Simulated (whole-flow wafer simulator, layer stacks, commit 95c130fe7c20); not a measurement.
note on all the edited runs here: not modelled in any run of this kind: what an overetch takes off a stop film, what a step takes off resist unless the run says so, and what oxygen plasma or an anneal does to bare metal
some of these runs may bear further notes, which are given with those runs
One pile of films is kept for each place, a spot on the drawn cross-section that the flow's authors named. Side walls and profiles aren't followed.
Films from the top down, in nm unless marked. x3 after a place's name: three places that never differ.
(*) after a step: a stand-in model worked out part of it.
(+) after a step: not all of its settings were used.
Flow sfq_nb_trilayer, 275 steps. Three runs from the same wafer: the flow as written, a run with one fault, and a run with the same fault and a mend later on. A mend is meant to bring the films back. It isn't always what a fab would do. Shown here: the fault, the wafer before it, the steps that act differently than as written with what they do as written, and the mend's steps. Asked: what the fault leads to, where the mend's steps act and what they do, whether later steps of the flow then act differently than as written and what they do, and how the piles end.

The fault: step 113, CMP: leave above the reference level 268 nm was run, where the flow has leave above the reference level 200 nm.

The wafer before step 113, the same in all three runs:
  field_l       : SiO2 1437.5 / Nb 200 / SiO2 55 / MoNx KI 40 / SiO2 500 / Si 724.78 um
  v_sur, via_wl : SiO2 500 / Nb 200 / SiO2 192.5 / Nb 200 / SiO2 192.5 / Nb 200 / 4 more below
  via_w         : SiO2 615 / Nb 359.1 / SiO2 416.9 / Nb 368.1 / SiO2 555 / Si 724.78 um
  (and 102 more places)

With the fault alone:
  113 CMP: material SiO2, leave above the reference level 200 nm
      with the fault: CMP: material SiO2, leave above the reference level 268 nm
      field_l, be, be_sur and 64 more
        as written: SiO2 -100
        with the fault: SiO2 -32
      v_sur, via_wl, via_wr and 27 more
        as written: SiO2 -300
        with the fault: SiO2 -232
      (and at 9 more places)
  Later steps of the flow that act differently than as written (4 more steps differ only slightly, by at most 2% or 0.5 nm, whichever is larger, and aren't shown):
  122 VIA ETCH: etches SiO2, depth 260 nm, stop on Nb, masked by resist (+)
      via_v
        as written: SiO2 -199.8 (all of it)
        with the fault: SiO2 -260
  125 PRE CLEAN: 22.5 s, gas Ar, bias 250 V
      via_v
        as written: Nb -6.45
        with the fault: SiO2 -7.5
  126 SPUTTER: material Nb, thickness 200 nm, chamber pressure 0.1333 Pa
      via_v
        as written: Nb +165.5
        with the fault: Nb +152.6 (new film)
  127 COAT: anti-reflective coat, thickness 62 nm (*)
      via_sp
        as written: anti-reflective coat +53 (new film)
        with the fault: anti-reflective coat +50.1 (new film)
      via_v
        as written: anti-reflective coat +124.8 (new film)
        with the fault: anti-reflective coat +128.6 (new film)
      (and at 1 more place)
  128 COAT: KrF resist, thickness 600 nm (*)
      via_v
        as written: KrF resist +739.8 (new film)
        with the fault: KrF resist +797.5 (new film)
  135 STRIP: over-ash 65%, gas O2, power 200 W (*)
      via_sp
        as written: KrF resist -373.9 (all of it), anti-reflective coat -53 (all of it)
        with the fault: KrF resist -369.8 (all of it), anti-reflective coat -50.1 (all of it)
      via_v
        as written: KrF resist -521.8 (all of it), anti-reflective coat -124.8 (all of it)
        with the fault: KrF resist -579.3 (all of it), anti-reflective coat -128.6 (all of it)
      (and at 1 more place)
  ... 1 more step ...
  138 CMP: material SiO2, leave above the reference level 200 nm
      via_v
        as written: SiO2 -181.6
        with the fault: SiO2 -157.1
  At the end the piles differ from the flow's by more than 2% or 0.5 nm, whichever is larger, at field_l, v_sur, via_wl and 103 more.
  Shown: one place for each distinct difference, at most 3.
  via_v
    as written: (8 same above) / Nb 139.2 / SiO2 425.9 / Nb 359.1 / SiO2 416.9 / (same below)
    with the fault: (8 same above) / Nb 139.2 / SiO2 500.1 / Nb 152.6 / SiO2 0.34 / Nb 200 / SiO2 416.9 / (same below)
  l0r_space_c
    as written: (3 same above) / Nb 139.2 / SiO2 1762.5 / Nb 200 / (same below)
    with the fault: (3 same above) / Nb 139.2 / SiO2 1830.5 / Nb 200 / (same below)
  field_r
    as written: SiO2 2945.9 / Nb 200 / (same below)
    with the fault: SiO2 3013.9 / Nb 200 / (same below)

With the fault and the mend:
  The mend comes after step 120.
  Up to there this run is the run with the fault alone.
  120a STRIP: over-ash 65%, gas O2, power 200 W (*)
      field_l, v_sur, via_wl and 102 more
        KrF resist -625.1 (all of it), anti-reflective coat -62 (all of it)
      via_v
        anti-reflective coat -62 (all of it)
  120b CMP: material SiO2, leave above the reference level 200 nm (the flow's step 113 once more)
      field_l, v_sur, via_wl and 103 more
        SiO2 -68
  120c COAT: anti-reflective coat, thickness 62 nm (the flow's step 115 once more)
      field_l, v_sur, via_wl and 103 more
        anti-reflective coat +62 (new film)
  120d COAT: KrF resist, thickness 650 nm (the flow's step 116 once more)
      field_l, v_sur, via_wl and 103 more
        KrF resist +650 (new film)
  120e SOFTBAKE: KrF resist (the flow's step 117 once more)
      changes no film at any place that is followed
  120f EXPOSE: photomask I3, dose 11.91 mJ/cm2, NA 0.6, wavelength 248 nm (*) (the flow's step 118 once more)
      changes no film at any place that is followed
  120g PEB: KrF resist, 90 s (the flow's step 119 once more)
      field_l, v_sur, via_wl and 103 more
        KrF resist -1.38
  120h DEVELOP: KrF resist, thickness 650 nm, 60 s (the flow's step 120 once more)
      field_l, v_sur, via_wl and 102 more
        KrF resist -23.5
      via_v
        KrF resist -648.6 (all of it)
  No later step of the flow acts differently than as written at any place that is followed.
  At the end the piles are the same as the flow's at every place that both follow.
